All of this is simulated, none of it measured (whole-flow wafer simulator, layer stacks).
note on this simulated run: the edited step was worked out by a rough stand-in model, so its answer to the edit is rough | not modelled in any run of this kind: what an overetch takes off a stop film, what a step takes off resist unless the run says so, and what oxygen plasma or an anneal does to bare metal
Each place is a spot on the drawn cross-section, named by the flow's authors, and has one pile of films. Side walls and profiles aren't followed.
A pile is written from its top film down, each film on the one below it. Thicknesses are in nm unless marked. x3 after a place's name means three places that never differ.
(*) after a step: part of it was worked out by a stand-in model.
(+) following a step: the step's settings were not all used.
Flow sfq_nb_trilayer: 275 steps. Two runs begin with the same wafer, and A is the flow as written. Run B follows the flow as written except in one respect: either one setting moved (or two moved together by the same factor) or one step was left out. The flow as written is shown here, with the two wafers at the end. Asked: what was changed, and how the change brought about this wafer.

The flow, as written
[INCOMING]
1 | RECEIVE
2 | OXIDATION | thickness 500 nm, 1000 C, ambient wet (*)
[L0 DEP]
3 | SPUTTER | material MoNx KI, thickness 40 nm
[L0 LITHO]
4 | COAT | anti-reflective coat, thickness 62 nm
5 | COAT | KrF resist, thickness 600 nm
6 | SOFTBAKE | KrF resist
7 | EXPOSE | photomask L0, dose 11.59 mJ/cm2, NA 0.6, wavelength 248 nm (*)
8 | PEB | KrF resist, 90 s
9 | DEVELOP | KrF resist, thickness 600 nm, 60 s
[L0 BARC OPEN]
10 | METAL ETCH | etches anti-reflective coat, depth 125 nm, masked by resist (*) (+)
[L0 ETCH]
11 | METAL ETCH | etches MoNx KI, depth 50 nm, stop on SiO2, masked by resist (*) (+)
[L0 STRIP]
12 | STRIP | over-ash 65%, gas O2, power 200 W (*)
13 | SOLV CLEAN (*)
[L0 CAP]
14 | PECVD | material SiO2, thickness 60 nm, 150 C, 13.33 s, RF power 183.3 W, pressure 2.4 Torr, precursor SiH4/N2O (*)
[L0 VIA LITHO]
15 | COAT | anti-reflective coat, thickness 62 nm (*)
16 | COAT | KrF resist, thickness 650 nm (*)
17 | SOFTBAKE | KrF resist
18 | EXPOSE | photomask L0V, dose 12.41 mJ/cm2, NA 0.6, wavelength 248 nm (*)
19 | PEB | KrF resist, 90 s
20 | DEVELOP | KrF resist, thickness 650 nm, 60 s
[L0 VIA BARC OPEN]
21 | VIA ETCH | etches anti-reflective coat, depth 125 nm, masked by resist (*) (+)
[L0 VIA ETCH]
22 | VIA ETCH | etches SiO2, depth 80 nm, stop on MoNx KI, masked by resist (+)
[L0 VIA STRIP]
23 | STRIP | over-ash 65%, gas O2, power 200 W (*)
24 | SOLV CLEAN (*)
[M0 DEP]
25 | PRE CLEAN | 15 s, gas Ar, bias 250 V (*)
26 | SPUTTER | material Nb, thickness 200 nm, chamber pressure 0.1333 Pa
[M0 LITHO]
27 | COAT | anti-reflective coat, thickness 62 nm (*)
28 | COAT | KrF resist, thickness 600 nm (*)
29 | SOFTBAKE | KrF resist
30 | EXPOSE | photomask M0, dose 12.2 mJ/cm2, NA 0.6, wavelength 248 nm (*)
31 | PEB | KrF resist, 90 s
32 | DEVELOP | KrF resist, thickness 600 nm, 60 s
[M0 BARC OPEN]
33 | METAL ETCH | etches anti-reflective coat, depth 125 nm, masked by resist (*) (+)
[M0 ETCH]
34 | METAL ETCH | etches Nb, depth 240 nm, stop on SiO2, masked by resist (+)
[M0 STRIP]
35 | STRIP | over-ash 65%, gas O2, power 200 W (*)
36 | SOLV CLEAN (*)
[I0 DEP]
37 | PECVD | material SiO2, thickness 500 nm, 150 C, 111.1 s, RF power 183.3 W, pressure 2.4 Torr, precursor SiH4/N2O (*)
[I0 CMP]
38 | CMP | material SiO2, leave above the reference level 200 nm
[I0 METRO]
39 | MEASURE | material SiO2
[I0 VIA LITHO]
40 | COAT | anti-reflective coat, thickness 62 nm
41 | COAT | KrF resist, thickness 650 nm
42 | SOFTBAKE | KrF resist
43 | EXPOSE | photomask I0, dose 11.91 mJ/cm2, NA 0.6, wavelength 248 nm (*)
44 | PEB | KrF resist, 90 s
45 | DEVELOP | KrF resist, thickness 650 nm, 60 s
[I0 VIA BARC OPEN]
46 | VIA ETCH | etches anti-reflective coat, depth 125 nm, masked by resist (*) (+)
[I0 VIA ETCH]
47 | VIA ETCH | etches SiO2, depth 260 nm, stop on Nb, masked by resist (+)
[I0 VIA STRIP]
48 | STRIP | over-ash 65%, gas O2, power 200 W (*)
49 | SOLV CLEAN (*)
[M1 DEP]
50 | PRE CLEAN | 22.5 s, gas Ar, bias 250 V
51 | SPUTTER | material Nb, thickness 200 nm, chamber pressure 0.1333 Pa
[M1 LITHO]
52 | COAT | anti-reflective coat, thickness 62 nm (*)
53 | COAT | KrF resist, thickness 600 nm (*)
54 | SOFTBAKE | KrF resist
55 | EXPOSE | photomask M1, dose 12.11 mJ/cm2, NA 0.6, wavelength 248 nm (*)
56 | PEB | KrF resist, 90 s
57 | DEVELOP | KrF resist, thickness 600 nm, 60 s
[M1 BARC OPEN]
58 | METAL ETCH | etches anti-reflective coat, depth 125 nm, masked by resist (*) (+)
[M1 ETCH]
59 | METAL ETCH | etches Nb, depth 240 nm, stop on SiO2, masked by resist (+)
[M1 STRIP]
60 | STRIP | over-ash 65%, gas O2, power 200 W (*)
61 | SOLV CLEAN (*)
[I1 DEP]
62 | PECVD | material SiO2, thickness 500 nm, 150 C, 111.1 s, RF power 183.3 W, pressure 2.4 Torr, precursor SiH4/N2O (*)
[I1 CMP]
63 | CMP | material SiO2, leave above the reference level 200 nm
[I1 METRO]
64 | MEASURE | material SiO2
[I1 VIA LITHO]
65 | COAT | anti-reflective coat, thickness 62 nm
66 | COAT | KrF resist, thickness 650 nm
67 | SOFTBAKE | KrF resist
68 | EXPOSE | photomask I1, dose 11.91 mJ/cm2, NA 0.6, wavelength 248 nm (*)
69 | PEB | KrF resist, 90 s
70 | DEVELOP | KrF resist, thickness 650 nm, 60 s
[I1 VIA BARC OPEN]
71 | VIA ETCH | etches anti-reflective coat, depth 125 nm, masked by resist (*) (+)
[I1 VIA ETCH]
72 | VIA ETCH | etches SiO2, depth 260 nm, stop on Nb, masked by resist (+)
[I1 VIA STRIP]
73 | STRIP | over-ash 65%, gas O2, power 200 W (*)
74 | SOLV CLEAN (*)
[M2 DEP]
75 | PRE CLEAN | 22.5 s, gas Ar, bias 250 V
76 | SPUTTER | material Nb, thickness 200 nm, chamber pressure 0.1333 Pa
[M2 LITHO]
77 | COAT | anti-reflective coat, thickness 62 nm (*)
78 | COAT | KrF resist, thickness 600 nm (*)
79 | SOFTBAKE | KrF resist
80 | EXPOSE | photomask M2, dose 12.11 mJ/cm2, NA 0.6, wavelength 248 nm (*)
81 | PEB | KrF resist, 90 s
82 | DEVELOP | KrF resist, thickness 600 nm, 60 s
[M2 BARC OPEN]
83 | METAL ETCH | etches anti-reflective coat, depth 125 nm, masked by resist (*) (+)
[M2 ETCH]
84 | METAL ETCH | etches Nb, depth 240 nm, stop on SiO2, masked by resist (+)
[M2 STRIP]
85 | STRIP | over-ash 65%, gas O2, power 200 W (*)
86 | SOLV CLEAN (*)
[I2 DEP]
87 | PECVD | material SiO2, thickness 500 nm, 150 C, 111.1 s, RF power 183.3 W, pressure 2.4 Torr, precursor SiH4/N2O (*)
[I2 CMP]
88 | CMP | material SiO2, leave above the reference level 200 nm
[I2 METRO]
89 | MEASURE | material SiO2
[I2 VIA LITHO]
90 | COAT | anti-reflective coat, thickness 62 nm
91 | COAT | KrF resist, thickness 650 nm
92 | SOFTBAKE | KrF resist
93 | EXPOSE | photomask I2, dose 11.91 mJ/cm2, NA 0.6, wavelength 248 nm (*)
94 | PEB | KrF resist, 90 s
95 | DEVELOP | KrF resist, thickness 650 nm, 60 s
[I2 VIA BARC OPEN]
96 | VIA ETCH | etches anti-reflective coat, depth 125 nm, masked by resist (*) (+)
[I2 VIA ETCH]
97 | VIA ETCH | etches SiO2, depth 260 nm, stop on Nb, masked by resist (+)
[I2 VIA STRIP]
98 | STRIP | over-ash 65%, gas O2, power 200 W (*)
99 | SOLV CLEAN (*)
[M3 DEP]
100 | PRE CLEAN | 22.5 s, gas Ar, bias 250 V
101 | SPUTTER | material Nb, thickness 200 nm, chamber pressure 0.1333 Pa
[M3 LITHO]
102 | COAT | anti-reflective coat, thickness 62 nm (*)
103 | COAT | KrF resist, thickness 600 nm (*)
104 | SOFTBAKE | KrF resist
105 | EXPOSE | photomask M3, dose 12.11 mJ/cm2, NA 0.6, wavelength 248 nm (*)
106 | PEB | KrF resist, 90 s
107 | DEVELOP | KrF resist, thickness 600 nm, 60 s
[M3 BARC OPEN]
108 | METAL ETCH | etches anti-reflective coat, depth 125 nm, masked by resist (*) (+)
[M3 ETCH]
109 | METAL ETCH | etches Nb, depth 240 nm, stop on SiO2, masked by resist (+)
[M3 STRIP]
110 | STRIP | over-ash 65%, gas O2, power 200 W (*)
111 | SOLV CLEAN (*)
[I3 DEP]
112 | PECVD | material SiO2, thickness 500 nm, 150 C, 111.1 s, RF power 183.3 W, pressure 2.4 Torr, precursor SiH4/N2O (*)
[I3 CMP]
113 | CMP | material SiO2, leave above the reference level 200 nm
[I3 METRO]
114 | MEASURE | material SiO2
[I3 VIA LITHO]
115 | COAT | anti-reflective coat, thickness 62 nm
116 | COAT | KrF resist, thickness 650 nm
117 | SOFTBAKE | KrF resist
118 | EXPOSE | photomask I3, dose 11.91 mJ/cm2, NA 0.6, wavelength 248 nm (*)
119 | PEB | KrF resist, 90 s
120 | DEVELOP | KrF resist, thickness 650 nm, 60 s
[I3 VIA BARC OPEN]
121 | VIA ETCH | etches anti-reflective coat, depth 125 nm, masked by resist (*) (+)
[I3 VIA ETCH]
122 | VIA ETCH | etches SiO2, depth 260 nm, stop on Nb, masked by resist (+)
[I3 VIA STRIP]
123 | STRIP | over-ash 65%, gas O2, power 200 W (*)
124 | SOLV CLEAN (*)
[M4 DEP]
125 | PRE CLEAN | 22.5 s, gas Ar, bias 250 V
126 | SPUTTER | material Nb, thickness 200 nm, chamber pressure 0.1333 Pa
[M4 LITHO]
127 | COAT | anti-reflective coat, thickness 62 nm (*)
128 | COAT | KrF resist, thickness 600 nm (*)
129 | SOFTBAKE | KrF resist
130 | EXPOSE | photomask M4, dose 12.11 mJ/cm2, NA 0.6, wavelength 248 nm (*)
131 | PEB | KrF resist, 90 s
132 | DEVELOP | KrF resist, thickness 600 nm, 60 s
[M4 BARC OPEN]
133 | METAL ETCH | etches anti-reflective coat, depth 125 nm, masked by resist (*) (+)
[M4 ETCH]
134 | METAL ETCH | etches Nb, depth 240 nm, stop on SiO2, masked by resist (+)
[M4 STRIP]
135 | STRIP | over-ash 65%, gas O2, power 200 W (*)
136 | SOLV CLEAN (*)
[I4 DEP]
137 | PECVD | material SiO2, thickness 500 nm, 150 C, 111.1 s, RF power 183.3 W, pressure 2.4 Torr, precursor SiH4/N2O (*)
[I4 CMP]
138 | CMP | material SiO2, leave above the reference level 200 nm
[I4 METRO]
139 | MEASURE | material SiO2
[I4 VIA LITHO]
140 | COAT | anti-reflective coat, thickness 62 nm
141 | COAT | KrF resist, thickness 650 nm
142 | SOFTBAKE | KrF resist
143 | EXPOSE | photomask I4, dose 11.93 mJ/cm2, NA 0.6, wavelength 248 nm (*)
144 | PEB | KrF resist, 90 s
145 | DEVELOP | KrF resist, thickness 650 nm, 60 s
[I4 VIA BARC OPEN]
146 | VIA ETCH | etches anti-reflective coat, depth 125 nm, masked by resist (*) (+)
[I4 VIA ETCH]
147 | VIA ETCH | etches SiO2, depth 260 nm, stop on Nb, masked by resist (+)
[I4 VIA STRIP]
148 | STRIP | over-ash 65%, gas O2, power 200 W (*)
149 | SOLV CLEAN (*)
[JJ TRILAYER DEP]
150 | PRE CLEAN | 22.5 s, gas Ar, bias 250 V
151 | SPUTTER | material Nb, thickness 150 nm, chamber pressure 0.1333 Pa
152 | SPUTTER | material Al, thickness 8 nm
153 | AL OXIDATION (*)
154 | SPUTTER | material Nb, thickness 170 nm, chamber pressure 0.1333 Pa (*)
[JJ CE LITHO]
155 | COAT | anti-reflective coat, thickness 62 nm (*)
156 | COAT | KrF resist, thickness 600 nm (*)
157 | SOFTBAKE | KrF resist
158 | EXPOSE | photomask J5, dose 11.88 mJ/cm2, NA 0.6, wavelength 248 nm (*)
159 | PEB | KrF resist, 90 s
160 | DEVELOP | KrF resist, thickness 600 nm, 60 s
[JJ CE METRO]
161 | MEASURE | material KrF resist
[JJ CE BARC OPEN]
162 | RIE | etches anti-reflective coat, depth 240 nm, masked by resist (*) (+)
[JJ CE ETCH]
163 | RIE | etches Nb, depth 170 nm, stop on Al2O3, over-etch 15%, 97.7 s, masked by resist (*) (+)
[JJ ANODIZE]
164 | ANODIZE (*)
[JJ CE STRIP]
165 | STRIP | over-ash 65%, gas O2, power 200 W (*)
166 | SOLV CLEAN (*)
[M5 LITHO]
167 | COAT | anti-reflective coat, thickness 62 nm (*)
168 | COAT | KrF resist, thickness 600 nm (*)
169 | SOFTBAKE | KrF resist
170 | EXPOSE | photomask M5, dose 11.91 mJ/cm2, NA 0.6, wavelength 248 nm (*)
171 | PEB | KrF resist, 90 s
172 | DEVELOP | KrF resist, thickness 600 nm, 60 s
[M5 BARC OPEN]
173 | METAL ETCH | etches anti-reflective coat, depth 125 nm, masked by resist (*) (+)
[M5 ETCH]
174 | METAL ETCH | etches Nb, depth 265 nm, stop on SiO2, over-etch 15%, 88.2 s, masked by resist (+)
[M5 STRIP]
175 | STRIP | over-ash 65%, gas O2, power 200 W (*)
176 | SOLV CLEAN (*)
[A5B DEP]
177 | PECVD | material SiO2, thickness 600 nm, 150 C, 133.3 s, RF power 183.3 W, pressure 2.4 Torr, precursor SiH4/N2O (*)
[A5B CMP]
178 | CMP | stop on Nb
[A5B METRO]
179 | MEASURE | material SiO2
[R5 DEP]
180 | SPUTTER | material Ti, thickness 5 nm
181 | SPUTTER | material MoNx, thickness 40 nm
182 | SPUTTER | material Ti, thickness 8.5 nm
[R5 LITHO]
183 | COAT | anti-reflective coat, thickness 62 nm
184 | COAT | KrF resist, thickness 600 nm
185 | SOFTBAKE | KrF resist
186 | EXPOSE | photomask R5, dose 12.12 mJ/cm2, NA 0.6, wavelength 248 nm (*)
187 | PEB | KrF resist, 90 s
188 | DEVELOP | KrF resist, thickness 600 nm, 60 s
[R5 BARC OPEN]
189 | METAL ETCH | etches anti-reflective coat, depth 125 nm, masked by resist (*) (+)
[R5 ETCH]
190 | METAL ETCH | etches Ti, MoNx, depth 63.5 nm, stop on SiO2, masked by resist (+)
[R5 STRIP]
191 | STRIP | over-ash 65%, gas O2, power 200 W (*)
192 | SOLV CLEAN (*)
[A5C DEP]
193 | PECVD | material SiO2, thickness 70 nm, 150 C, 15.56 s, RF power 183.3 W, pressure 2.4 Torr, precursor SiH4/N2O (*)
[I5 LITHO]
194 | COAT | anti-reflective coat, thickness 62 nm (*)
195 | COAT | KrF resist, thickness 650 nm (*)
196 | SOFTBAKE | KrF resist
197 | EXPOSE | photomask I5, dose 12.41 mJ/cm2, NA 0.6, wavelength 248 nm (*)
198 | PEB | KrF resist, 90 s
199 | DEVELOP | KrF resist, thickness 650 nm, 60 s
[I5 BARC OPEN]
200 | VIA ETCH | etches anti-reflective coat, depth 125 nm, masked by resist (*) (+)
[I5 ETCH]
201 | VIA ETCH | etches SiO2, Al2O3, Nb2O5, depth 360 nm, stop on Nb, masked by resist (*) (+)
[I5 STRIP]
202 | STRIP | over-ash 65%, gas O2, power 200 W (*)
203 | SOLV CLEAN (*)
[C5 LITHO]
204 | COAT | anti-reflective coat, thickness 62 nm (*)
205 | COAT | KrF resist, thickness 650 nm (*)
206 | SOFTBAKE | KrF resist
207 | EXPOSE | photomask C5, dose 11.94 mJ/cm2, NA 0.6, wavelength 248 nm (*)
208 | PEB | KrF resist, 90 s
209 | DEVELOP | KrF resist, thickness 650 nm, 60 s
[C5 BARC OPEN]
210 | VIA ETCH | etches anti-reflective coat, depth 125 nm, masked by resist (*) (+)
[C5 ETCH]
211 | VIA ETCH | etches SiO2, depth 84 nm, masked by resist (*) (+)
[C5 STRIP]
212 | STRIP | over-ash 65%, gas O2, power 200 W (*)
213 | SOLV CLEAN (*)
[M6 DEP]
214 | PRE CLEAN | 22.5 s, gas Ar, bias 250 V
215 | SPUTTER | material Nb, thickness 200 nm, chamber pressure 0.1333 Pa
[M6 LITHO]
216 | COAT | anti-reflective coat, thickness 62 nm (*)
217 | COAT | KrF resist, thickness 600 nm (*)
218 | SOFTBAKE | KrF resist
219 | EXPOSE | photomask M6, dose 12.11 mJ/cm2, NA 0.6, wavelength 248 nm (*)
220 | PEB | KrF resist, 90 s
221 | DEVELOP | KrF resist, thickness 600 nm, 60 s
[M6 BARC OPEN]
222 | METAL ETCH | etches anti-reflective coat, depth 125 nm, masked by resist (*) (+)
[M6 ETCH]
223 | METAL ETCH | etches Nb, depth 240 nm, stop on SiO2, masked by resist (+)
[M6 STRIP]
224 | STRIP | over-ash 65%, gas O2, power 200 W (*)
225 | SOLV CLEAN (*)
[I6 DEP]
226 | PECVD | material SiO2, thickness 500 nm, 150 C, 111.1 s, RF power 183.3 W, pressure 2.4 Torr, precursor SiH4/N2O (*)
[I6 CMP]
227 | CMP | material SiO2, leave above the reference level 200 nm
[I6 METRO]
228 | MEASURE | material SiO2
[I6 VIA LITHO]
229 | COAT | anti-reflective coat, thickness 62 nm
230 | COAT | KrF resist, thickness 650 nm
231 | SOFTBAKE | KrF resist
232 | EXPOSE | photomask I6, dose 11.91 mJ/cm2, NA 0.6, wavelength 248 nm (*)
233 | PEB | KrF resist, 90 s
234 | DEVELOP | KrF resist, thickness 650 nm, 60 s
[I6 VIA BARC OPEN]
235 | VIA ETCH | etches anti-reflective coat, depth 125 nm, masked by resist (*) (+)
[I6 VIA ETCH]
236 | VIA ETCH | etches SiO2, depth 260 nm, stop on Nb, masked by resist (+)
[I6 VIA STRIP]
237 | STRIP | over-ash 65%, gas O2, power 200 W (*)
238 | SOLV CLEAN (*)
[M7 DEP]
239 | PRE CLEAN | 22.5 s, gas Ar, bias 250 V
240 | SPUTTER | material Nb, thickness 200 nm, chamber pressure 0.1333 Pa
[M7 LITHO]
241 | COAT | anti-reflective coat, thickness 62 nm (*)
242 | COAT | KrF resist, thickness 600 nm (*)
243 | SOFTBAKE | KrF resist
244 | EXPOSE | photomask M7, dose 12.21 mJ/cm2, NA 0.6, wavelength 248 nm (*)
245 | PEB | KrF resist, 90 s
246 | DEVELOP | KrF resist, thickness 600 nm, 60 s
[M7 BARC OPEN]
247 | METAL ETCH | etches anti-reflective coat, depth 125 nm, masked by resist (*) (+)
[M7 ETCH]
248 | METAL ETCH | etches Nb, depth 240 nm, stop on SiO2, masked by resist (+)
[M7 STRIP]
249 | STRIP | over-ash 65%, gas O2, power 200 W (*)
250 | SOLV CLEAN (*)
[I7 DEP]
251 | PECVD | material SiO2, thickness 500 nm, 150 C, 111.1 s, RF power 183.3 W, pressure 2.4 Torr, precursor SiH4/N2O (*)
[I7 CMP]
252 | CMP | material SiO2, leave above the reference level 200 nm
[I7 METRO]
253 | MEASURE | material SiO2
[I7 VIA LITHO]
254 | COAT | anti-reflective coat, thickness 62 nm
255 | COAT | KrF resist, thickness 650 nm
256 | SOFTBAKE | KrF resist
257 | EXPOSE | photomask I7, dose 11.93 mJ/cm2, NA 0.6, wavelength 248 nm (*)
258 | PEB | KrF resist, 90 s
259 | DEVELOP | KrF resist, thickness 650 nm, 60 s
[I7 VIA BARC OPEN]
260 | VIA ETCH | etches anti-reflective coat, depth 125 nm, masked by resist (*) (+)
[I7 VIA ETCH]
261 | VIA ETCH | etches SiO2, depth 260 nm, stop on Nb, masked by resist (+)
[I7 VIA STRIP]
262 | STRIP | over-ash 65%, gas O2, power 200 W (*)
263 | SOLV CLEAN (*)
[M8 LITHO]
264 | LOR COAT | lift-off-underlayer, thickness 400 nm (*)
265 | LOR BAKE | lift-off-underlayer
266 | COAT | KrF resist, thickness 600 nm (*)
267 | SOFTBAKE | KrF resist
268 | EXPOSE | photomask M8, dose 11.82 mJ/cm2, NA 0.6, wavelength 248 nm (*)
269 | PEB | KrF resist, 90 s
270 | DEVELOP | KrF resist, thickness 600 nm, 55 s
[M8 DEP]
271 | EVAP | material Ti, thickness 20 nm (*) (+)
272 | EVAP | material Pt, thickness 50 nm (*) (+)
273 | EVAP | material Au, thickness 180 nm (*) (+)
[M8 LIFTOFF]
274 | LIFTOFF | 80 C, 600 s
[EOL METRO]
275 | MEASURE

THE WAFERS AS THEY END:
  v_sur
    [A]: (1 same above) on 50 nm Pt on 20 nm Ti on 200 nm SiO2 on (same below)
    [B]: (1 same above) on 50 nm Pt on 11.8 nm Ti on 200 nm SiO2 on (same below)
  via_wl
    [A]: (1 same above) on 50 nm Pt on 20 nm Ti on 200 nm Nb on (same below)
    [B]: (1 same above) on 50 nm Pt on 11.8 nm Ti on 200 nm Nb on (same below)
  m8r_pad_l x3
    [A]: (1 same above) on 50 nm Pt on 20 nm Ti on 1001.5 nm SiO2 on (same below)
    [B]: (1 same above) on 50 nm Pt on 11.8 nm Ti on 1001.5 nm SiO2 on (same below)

Cause: step 271, EVAP: thickness 11.8 nm was run, while the flow as written has thickness 20 nm.
The wafer itself shows it: v_sur has Ti 11.8, and step 271 as written asks for 20 nm.

Step by step, how the change led to this:
  271 | EVAP | material Ti, thickness 20 nm (*) (+)
      field_l, v_sur, via_wl and 103 more: A Ti gains 20 (new film) | B Ti gains 11.8 (new film)
  274 | LIFTOFF | 80 C, 600 s
      p4_fl x3, p4_w1 x9, p4_g1 x2 and 60 more: A Au loses 180 (all of it), Pt loses 50 (all of it), Ti loses 20 (all of it), KrF resist loses 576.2 (all of it), lift-off-underlayer loses 400 (all of it) | B Au loses 180 (all of it), Pt loses 50 (all of it), Ti loses 11.8 (all of it), KrF resist loses 576.2 (all of it), lift-off-underlayer loses 400 (all of it)
      c5j, ce_r: A Au loses 180 (all of it), Pt loses 50 (all of it), Ti loses 20 (all of it), KrF resist loses 573.3 (all of it), lift-off-underlayer loses 399.3 (all of it) | B Au loses 180 (all of it), Pt loses 50 (all of it), Ti loses 11.8 (all of it), KrF resist loses 573.3 (all of it), lift-off-underlayer loses 399.3 (all of it)
      (and at 19 other places as well)
